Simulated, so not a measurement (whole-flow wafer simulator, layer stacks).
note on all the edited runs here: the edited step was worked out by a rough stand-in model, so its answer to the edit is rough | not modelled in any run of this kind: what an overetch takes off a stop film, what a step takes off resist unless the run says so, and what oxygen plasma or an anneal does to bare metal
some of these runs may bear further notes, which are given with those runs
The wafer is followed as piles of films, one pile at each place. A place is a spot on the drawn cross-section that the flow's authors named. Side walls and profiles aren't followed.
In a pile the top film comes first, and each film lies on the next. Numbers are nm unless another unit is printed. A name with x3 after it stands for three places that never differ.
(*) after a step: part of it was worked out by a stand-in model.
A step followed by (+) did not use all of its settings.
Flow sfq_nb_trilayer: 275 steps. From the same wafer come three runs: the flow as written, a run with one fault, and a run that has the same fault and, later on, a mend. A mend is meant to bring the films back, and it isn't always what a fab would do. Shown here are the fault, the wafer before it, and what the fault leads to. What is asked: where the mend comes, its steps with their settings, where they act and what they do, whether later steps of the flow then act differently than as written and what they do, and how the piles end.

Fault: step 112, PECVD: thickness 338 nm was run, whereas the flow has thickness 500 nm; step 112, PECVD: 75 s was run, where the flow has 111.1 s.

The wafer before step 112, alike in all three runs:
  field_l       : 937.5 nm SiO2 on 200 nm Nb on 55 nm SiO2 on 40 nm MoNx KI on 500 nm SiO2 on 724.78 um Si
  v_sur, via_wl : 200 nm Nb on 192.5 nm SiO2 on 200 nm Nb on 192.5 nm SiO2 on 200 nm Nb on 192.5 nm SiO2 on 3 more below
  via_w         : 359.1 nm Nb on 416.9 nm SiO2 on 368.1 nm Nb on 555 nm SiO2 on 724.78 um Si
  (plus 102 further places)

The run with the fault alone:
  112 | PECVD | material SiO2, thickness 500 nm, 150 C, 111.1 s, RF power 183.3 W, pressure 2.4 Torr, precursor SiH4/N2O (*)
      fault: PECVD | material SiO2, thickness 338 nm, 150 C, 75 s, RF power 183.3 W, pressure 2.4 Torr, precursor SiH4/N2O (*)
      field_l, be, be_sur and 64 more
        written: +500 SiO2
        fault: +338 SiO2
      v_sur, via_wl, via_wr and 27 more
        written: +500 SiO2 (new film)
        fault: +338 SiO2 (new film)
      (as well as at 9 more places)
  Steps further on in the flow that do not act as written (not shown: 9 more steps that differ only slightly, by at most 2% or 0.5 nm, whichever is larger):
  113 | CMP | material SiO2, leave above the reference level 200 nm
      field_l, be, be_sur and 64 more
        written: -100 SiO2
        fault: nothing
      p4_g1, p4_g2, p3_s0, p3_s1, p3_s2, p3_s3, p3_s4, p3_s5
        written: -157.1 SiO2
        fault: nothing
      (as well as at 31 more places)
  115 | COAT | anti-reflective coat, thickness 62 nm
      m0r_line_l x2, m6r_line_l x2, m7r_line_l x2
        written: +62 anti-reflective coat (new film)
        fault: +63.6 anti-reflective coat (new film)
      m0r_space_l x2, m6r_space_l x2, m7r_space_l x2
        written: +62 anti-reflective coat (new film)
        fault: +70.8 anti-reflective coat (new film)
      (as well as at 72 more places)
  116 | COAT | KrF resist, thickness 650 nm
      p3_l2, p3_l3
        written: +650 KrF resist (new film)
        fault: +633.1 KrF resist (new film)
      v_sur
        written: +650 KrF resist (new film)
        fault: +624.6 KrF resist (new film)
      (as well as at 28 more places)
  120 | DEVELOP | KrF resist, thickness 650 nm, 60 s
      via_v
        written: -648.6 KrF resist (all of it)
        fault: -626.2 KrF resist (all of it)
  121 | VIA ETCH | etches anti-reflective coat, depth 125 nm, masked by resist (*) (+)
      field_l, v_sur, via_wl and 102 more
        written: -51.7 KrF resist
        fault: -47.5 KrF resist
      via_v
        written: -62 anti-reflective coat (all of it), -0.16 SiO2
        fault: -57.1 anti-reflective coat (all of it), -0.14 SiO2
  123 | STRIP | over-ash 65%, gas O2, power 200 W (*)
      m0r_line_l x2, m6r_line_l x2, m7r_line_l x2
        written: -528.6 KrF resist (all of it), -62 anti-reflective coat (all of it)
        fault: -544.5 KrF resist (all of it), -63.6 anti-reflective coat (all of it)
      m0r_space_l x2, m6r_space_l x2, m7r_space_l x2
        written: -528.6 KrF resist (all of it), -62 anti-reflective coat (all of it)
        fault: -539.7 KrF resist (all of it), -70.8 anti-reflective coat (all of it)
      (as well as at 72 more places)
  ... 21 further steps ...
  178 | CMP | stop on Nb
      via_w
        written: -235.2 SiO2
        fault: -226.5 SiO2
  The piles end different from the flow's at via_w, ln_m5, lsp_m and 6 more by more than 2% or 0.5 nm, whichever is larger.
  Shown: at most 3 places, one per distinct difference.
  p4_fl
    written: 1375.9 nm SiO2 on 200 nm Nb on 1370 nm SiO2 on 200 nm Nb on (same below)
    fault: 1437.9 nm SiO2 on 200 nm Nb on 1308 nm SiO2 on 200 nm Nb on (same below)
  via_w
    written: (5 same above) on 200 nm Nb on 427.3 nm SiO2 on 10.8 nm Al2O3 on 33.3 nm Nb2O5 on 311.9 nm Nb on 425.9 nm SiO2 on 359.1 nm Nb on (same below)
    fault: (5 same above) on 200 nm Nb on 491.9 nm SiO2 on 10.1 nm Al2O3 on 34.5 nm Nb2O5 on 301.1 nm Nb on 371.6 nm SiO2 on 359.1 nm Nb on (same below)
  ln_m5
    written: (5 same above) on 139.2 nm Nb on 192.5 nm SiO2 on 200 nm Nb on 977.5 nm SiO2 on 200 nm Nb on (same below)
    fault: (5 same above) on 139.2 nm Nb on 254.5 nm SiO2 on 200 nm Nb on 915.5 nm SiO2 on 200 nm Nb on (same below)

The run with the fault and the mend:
  After step 112 comes the mend.
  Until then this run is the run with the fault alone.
  112a | PECVD | material SiO2, thickness 162 nm, 150 C, 36 s, RF power 183.3 W, pressure 2.4 Torr, precursor SiH4/N2O (a further turn of the flow's step 112, with different settings)
      field_l, v_sur, via_wl and 102 more
        +162 SiO2
      via_w
        +152.2 SiO2
  Steps further on in the flow that do not act as written:
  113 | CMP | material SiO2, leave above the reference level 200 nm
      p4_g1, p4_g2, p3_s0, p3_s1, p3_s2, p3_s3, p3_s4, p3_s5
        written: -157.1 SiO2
        mend: -100 SiO2
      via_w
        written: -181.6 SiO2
        mend: -97.9 SiO2
  By the end, the piles equal the flow's at every place that both follow.
